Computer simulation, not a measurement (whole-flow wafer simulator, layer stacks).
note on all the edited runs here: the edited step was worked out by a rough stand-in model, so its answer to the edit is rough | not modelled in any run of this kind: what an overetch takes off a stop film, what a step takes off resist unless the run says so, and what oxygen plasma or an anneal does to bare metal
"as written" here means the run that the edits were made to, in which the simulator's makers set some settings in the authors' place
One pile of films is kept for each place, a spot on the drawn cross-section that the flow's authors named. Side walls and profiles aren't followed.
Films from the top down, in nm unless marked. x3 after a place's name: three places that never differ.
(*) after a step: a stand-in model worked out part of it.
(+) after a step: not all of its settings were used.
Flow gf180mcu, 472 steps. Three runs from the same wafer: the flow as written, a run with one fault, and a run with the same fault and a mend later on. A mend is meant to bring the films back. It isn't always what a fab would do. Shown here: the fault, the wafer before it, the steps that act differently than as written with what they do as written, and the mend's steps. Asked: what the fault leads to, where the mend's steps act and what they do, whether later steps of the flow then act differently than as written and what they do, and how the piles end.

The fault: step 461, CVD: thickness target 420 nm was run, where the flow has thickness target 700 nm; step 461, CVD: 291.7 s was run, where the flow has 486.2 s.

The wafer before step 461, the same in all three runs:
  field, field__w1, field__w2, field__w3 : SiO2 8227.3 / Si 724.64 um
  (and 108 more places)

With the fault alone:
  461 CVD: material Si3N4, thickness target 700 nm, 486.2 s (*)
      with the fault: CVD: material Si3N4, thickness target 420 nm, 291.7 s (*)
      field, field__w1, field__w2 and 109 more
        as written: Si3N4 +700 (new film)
        with the fault: Si3N4 +420.1 (new film)
  Later steps of the flow that act differently than as written (4 more steps differ only slightly, by at most 2% or 0.5 nm, whichever is larger, and aren't shown):
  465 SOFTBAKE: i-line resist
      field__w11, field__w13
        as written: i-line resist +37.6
        with the fault: i-line resist +36.2
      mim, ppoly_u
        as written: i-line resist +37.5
        with the fault: i-line resist +36.1
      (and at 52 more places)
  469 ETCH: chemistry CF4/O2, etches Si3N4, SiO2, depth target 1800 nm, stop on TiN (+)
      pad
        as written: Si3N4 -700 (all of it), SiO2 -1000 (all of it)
        with the fault: Si3N4 -420.1 (all of it), SiO2 -1000 (all of it)
  At the end the piles differ from the flow's by more than 2% or 0.5 nm, whichever is larger, at field, field__w1, field__w2 and 108 more.
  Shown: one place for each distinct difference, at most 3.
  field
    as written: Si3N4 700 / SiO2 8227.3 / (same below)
    with the fault: Si3N4 420.1 / SiO2 8227.3 / (same below)
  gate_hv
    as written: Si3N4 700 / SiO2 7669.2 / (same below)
    with the fault: Si3N4 420.1 / SiO2 7669.2 / (same below)
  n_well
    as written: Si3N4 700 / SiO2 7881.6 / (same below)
    with the fault: Si3N4 420.1 / SiO2 7881.6 / (same below)

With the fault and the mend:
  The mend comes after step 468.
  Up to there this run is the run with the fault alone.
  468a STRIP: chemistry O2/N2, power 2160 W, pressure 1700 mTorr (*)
      iso_ptap_pw, iso_ntap_nw, iso_nw_fld and 33 more
        i-line resist -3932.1 (all of it)
      p_well, sti, spacer, sd_n, mim_1p0, dice_street
        i-line resist -3938.1 (all of it)
      field__w2, field__w3, field__w12
        i-line resist -3984.5 (all of it)
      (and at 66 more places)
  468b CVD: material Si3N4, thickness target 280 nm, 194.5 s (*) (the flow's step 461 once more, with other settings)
      field, field__w1, field__w2 and 109 more
        Si3N4 +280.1
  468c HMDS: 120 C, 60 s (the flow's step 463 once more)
      changes no film at any place that is followed
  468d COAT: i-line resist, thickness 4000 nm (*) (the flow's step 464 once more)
      iso_ptap_pw, iso_ntap_nw, iso_nw_fld and 33 more
        i-line resist +4000 (new film)
      field__w9, field__w13, sd_p_hv, gate_p_hv, nplus_u, npoly_u
        i-line resist +4017 (new film)
      p_well, sti, spacer, sd_n, mim_1p0, dice_street
        i-line resist +4006.3 (new film)
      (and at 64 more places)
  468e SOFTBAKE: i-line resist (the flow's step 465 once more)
      ld_acc_p, ld_fp_p, ld_drift_p
        i-line resist +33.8
      field__w2, field_sub__w4
        i-line resist +33.4
      field__w11, field__w13
        i-line resist +37.6
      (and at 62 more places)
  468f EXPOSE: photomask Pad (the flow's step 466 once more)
      changes no film at any place that is followed
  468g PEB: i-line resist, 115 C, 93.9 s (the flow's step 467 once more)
      iso_ptap_pw, iso_ntap_nw, iso_nw_fld and 33 more
        i-line resist -67.9
      field, field__w2, field__w3 and 25 more
        i-line resist -68.8
      field_sub, field_sub__w1, field_sub__w2 and 23 more
        i-line resist -68.7
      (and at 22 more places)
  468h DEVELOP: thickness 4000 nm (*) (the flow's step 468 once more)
      field__w5, field__w7, field__w13 and 13 more
        i-line resist -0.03
      pad
        i-line resist -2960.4 (all of it)
  No later step of the flow acts differently than as written, at any place that is followed, by more than 2% or 0.5 nm, whichever is larger.
  At the end the piles differ from the flow's only slightly at the places that both follow, by at most 2% or 0.5 nm, whichever is larger.
